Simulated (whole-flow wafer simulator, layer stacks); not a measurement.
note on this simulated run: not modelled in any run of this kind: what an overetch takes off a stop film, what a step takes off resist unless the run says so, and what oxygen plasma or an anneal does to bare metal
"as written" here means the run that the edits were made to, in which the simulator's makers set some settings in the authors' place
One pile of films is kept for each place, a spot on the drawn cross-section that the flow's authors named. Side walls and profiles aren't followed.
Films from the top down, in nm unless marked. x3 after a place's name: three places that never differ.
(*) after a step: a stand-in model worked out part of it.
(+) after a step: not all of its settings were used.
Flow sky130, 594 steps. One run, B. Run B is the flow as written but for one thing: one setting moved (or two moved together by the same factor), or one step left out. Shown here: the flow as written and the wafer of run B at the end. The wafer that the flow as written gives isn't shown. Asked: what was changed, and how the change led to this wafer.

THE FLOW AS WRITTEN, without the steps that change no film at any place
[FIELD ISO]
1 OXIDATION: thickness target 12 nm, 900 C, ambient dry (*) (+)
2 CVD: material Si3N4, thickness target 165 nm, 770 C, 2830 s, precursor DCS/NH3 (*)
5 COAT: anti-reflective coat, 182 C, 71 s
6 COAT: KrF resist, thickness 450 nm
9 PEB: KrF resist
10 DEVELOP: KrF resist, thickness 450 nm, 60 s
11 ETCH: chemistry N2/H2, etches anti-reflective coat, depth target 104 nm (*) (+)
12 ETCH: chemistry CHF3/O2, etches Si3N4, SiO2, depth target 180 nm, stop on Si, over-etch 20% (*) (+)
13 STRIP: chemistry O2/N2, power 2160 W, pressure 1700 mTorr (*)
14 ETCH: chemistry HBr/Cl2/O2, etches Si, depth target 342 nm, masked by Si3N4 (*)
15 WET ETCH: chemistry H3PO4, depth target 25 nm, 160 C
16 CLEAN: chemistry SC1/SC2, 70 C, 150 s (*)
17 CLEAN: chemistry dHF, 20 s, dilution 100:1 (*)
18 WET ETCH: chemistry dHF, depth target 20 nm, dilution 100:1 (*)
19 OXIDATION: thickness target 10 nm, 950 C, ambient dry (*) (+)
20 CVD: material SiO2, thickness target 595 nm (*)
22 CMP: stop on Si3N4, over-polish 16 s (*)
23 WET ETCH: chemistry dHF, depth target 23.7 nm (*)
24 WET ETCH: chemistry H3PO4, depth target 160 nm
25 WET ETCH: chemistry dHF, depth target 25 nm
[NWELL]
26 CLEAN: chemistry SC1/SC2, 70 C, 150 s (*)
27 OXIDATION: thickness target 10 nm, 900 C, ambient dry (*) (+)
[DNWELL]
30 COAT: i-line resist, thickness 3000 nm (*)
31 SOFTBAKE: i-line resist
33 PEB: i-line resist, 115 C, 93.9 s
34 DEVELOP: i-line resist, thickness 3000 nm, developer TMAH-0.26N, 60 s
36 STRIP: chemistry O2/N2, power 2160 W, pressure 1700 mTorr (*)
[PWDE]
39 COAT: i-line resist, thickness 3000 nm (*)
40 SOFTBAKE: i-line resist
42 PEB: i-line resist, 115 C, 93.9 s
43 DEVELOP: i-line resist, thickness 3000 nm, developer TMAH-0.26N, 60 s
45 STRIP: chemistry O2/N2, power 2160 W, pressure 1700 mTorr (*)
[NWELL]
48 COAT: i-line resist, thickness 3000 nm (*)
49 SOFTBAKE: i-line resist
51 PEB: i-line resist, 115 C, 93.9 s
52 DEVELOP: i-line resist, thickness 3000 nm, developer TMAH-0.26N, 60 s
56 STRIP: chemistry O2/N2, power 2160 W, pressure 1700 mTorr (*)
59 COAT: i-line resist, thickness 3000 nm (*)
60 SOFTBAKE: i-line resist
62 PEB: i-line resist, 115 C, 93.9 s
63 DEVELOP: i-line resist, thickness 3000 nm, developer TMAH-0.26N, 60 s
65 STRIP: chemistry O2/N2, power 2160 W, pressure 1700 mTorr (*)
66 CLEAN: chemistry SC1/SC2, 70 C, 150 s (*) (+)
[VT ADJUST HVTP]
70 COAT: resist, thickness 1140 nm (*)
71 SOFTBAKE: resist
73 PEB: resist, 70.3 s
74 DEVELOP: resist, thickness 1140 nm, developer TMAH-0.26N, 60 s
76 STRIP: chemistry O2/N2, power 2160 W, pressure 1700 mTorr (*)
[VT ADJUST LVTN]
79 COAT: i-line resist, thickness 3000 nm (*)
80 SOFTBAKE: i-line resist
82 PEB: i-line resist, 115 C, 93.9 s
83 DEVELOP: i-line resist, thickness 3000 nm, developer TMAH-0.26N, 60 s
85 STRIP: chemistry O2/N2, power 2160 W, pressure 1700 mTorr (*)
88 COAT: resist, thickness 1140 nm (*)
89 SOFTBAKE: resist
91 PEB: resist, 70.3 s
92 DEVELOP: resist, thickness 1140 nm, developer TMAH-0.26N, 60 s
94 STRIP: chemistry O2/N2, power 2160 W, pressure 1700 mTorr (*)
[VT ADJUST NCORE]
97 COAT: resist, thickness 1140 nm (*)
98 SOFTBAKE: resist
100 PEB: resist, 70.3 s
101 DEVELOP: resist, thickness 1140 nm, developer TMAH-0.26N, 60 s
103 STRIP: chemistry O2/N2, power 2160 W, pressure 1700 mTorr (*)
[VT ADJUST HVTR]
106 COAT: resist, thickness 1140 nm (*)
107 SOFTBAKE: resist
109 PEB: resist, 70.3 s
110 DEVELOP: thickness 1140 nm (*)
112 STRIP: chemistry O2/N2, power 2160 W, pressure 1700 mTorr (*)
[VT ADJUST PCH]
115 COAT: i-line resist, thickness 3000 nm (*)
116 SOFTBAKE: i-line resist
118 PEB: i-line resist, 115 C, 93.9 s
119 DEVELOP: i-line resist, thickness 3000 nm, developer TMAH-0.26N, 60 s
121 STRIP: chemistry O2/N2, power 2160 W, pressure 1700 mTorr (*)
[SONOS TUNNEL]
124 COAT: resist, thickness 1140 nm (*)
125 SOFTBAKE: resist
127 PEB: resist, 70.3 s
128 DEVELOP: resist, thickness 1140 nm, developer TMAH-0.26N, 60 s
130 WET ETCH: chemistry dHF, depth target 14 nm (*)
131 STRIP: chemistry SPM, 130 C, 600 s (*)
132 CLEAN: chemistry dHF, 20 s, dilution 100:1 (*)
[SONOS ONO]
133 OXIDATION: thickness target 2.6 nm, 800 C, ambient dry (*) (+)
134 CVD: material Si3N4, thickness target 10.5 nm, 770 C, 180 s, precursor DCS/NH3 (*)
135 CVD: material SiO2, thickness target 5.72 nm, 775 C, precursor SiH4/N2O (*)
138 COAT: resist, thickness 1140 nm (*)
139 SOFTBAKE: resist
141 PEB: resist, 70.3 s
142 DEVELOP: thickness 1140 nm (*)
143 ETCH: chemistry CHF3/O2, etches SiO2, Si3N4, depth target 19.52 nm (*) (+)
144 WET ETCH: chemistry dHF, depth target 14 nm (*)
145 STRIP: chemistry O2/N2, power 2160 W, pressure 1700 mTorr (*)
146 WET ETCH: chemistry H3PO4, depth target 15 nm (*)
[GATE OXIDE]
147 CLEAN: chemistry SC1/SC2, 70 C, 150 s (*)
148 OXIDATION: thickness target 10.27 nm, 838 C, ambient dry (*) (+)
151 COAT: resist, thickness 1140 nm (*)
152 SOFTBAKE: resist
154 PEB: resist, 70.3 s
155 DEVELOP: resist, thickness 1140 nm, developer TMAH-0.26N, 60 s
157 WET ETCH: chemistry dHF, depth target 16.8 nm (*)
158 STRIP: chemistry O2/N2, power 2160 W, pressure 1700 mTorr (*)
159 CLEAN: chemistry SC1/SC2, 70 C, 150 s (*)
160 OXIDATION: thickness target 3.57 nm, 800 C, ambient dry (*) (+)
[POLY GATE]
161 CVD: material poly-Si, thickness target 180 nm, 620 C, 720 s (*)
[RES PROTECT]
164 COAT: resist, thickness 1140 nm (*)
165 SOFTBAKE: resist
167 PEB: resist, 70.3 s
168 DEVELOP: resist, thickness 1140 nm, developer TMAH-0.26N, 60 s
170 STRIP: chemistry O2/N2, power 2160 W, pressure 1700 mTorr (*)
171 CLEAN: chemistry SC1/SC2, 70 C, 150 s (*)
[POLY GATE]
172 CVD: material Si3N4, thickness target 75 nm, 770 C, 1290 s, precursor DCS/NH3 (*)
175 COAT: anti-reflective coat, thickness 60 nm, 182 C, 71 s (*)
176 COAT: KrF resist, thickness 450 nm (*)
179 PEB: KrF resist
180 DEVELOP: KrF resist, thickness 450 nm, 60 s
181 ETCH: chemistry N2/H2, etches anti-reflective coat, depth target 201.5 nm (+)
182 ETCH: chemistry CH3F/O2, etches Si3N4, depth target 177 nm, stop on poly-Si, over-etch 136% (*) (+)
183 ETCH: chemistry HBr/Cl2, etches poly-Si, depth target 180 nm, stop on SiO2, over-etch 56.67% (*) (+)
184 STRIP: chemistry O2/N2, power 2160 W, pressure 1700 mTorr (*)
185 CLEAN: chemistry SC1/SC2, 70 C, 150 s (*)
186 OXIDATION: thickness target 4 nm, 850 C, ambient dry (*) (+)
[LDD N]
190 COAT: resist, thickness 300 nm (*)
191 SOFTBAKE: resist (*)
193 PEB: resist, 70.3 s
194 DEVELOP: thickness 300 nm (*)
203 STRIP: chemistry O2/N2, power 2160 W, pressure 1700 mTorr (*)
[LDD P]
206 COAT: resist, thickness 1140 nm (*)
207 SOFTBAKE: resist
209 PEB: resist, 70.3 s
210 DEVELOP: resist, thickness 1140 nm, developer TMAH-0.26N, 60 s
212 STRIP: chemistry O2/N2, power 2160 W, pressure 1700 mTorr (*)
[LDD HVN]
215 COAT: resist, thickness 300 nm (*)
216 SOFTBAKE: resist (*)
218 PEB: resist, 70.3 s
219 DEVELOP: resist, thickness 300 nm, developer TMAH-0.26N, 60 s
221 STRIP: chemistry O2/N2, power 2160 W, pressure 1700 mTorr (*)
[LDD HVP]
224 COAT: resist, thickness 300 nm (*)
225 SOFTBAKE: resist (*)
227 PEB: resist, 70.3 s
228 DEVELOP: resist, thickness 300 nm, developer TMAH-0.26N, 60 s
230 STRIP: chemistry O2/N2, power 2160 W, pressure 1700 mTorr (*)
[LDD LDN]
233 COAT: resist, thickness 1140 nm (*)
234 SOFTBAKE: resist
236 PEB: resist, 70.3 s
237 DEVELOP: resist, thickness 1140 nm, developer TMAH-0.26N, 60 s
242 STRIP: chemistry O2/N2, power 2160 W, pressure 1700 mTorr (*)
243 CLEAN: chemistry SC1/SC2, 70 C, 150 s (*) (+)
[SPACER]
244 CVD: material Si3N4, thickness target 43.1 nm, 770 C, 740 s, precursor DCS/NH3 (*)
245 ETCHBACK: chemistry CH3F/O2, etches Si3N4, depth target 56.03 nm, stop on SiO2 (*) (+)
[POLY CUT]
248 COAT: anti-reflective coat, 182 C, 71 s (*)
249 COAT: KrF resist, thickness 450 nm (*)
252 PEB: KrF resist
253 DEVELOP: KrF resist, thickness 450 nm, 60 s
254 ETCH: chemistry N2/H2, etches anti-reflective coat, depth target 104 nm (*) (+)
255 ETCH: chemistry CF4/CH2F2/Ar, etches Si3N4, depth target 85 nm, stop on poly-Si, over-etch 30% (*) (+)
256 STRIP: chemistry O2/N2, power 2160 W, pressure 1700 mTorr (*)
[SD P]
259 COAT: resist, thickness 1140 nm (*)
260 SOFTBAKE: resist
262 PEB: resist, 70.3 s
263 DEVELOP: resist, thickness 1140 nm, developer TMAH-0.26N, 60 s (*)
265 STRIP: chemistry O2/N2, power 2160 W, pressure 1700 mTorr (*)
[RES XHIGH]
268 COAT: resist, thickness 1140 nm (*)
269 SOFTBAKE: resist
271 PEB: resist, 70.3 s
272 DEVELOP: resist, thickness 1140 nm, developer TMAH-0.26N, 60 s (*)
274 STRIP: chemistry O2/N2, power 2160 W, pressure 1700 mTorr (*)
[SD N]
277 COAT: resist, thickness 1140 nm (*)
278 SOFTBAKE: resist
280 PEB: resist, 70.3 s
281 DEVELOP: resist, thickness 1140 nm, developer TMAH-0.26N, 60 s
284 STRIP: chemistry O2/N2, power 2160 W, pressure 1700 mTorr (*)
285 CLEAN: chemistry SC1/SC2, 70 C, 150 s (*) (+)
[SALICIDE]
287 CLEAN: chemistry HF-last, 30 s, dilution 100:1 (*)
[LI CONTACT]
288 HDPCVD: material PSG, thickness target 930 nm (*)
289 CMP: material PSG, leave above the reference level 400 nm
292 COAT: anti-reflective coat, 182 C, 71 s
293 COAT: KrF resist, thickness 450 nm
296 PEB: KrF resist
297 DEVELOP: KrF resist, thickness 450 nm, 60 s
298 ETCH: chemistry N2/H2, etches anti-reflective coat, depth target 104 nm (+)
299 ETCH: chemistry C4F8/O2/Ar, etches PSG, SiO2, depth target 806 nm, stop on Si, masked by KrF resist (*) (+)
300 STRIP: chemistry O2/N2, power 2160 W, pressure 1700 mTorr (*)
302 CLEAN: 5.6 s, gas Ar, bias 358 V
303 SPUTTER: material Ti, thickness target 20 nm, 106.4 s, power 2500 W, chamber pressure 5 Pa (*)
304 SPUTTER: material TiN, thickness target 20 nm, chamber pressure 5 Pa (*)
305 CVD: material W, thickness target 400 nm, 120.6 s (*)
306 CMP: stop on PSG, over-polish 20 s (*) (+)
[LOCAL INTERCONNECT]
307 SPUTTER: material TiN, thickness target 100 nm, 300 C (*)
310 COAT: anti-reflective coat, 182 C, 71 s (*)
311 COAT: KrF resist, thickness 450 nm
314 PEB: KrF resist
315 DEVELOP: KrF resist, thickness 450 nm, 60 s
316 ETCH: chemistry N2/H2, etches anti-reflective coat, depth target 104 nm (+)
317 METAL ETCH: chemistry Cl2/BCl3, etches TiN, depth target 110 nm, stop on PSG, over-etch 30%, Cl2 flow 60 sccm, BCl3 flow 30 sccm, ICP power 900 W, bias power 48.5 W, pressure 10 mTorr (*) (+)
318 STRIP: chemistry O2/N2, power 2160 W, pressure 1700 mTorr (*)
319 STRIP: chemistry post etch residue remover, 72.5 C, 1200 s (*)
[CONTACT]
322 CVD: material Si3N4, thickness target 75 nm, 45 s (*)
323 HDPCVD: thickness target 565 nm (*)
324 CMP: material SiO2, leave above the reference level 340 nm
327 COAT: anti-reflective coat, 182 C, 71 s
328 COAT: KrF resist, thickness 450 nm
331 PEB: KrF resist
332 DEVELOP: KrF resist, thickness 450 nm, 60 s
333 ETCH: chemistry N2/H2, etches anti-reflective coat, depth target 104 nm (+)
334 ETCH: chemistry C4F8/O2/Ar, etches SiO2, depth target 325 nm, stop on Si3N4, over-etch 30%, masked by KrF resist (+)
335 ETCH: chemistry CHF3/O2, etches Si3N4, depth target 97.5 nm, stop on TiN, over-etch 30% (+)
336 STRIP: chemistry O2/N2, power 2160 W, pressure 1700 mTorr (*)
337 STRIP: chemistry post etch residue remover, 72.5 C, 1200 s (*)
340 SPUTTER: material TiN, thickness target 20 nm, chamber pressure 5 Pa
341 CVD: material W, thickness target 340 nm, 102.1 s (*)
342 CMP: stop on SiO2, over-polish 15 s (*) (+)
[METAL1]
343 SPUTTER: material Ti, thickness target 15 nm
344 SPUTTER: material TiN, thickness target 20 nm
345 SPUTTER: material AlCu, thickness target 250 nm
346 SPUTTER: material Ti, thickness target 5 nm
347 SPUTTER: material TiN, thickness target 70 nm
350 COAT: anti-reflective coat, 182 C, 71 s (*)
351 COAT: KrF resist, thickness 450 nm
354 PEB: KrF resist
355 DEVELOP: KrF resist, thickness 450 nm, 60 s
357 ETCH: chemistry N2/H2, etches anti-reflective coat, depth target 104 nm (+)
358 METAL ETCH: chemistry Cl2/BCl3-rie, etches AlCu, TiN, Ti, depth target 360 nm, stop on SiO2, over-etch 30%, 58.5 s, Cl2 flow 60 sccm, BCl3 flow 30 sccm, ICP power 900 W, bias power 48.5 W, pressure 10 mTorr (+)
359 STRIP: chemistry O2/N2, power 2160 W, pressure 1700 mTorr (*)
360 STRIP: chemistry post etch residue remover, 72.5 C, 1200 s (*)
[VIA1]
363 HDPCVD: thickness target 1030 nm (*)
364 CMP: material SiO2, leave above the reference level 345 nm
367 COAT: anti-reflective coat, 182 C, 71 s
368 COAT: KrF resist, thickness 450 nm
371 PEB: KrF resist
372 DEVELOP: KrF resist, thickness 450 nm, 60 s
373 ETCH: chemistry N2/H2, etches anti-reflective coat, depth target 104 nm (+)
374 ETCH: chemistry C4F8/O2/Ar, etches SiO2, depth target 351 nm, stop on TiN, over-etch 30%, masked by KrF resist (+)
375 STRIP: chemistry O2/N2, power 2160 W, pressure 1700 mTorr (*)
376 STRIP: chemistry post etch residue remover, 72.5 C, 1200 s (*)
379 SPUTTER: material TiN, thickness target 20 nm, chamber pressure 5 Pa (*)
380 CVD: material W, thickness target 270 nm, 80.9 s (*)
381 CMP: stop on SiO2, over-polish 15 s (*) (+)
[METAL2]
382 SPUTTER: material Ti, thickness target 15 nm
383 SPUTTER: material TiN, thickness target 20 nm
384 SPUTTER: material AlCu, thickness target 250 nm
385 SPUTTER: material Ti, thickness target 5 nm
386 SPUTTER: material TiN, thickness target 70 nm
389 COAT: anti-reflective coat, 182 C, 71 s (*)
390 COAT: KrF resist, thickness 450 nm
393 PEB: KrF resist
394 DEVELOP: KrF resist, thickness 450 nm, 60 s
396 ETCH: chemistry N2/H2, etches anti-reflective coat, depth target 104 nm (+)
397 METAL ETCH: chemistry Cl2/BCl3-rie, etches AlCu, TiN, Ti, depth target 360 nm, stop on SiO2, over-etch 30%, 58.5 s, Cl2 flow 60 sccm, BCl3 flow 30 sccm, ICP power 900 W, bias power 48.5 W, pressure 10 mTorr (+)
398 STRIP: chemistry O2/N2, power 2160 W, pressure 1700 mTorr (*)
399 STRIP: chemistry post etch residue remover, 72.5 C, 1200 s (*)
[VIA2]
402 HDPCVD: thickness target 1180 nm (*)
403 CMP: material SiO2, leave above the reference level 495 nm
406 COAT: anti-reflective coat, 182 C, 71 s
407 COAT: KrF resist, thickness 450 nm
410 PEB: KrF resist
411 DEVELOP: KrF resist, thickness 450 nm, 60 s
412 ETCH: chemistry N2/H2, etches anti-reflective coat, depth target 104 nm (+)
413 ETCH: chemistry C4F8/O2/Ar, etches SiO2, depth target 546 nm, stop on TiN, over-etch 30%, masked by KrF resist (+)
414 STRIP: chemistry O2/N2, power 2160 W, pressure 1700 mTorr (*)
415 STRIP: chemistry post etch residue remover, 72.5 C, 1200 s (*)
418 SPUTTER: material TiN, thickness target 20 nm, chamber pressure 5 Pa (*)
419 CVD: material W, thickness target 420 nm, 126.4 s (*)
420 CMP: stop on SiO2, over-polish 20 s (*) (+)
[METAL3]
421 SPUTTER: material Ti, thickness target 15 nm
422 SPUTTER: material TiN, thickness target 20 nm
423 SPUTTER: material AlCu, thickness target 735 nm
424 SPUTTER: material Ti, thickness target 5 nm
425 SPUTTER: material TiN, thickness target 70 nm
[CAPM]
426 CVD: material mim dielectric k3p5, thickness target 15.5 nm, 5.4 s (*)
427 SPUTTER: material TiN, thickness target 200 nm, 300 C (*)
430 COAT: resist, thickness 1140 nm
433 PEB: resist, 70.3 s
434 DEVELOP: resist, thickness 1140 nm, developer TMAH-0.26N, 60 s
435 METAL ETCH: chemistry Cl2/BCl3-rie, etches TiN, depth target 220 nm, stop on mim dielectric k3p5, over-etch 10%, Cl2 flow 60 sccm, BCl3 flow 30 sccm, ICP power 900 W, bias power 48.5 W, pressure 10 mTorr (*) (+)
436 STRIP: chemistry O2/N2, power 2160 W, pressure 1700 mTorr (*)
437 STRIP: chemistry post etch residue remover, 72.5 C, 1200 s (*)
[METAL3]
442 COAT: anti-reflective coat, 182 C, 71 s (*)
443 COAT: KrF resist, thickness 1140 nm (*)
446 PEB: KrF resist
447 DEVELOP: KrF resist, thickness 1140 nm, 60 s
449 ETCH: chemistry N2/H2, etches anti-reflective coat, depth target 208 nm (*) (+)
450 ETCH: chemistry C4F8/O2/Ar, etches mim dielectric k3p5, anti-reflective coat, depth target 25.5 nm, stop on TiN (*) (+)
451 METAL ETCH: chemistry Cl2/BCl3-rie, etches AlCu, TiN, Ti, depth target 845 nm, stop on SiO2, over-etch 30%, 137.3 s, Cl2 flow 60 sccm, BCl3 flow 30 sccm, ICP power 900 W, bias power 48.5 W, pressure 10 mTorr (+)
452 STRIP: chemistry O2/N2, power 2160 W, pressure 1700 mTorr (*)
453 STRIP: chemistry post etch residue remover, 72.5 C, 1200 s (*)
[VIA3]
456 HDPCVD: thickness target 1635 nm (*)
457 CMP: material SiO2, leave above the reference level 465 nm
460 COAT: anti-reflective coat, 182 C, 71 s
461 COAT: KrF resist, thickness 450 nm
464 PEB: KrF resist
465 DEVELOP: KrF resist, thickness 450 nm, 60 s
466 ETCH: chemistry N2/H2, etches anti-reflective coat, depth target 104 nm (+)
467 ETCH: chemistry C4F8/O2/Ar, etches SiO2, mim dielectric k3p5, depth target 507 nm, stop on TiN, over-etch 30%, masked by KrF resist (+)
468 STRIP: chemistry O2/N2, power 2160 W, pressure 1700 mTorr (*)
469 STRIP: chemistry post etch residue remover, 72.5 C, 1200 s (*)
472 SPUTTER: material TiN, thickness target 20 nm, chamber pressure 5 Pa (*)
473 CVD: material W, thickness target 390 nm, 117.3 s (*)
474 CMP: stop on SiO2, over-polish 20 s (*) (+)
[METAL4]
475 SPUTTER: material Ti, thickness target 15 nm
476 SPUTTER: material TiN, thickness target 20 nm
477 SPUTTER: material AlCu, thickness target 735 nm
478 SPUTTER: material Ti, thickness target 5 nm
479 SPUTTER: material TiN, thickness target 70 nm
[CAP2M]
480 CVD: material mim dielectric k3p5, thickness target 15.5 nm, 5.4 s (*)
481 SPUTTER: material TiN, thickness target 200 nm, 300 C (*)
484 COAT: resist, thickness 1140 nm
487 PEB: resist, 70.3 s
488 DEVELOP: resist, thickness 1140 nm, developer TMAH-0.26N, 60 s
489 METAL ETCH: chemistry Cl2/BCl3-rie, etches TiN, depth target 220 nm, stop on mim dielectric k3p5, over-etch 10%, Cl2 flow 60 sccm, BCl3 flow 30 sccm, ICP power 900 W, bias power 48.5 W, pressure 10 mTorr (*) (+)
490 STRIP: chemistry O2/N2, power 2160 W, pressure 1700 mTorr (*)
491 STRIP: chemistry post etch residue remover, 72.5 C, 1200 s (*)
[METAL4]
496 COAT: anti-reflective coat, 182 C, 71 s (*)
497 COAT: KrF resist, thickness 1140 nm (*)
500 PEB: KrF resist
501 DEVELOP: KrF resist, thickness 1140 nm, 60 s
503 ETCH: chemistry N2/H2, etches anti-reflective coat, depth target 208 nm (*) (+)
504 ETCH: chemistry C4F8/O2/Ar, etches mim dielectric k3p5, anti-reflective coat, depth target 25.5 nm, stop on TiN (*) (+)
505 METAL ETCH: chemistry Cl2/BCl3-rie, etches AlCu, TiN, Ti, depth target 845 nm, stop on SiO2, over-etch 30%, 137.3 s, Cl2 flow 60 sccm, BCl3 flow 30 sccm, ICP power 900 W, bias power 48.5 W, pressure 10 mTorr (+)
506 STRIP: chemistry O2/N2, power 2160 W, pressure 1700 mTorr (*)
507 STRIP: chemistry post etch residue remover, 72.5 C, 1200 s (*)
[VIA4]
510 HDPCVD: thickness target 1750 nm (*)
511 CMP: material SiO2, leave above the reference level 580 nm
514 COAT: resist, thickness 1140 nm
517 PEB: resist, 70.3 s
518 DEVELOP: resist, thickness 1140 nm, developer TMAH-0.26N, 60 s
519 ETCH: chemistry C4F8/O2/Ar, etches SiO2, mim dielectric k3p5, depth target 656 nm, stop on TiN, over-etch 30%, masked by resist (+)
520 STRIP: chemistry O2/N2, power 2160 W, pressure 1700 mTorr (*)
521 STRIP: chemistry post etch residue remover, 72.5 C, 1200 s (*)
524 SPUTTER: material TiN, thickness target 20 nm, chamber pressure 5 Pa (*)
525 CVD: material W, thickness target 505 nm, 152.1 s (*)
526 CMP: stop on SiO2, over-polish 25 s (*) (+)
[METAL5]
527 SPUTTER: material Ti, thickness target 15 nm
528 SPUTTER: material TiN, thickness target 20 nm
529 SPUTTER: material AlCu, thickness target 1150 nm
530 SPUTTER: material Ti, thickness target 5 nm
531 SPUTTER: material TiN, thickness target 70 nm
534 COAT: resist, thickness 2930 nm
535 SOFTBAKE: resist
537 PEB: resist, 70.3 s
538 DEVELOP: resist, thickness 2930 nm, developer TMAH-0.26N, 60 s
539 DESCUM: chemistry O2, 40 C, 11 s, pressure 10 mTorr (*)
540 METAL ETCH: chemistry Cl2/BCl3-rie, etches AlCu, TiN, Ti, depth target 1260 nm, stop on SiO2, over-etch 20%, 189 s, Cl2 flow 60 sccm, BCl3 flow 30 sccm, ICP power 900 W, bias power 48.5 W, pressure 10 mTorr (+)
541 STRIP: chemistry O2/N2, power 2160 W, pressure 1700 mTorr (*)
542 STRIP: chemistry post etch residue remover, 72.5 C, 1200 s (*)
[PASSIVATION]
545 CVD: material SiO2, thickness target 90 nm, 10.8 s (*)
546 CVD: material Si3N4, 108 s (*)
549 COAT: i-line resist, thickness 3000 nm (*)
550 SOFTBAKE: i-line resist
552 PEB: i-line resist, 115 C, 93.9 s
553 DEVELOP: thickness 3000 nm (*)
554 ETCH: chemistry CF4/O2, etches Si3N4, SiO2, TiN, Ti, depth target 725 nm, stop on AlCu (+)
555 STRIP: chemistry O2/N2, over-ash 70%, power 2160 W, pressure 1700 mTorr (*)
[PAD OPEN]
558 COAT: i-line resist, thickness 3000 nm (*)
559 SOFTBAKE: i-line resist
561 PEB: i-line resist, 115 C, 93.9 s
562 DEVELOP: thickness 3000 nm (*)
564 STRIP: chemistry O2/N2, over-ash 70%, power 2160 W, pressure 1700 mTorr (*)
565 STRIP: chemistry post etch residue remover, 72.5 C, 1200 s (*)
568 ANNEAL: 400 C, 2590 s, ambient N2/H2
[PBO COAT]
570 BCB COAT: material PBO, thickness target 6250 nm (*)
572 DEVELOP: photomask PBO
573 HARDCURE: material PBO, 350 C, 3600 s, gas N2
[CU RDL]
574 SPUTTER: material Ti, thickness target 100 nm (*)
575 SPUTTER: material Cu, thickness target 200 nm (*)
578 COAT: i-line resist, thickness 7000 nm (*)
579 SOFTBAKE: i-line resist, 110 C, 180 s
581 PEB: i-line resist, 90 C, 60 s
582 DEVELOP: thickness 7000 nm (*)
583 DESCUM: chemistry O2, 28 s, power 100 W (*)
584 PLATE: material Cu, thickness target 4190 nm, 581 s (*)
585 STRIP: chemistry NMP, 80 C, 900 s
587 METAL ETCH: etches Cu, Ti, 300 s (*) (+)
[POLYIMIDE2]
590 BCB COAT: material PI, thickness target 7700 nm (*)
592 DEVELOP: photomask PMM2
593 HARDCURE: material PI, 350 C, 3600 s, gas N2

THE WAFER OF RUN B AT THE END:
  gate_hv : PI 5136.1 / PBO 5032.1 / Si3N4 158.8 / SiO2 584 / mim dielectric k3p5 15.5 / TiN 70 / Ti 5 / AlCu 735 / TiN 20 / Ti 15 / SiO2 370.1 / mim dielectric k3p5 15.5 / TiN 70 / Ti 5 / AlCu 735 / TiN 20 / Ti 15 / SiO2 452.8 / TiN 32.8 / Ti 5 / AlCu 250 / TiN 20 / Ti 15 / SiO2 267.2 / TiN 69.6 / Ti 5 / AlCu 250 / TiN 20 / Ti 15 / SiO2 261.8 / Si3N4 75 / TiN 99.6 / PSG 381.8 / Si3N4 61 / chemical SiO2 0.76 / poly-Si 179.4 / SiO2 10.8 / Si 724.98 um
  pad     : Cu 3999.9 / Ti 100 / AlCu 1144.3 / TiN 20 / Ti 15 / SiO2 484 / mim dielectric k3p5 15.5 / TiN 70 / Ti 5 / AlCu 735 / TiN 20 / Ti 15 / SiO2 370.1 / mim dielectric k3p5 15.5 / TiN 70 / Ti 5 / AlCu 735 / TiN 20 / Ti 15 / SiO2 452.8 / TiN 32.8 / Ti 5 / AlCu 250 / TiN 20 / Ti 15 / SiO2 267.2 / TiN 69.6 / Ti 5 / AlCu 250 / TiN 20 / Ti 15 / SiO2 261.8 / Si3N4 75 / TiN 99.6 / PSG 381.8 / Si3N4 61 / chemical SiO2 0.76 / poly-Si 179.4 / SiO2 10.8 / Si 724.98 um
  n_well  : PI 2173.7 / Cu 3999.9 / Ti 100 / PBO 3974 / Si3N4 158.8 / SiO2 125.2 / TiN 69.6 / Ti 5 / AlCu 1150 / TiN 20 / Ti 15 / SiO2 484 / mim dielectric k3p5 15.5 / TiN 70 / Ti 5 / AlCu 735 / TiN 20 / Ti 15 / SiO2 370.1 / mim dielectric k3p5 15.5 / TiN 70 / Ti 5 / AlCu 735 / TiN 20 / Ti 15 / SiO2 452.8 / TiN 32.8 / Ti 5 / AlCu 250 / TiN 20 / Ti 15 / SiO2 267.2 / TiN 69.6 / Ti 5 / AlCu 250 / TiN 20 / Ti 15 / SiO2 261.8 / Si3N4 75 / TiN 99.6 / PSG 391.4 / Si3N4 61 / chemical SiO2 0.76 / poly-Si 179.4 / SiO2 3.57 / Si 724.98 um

The cause: step 386, SPUTTER: thickness target 33.2 nm was run, where the flow has thickness target 70 nm.

How the change led to this, step by step:
  386 SPUTTER: material TiN, thickness target 70 nm
      field, active, n_well and 188 more: TiN +33.2 (new film) (as written it would be: TiN +70 (new film))
  397 METAL ETCH: chemistry Cl2/BCl3-rie, etches AlCu, TiN, Ti, depth target 360 nm, stop on SiO2, over-etch 30%, 58.5 s, Cl2 flow 60 sccm, BCl3 flow 30 sccm, ICP power 900 W, bias power 48.5 W, pressure 10 mTorr (+)
      field, active, gate and 82 more: TiN -31.9 (all of it), Ti -5 (all of it), AlCu -250 (all of it), TiN -20 (all of it), Ti -15 (all of it), SiO2 -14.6 (as written it would be: TiN -68.7 (all of it), Ti -5 (all of it), AlCu -250 (all of it), TiN -20 (all of it), Ti -15 (all of it), SiO2 -10.9)
  403 CMP: material SiO2, leave above the reference level 495 nm
      n_well, p_well, gate_hv and 101 more: SiO2 -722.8 (as written it would be: SiO2 -759.6)
      m1, via1_hole: SiO2 -722.3 (as written it would be: SiO2 -759.1)
  413 ETCH: chemistry C4F8/O2/Ar, etches SiO2, depth target 546 nm, stop on TiN, over-etch 30%, masked by KrF resist (+)
      m1: SiO2 -457.1 (all of it) (as written it would be: SiO2 -420.3 (all of it))
      via2_hole: SiO2 -456.6 (all of it) (as written it would be: SiO2 -419.8 (all of it))
  418 SPUTTER: material TiN, thickness target 20 nm, chamber pressure 5 Pa (*)
      via2_hole: TiN +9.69 (as written it would be: TiN +10.2)
  419 CVD: material W, thickness target 420 nm, 126.4 s (*)
      m1: W +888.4 (new film) (as written it would be: W +851.1 (new film))
      via2_hole: W +887.9 (new film) (as written it would be: W +850.7 (new film))
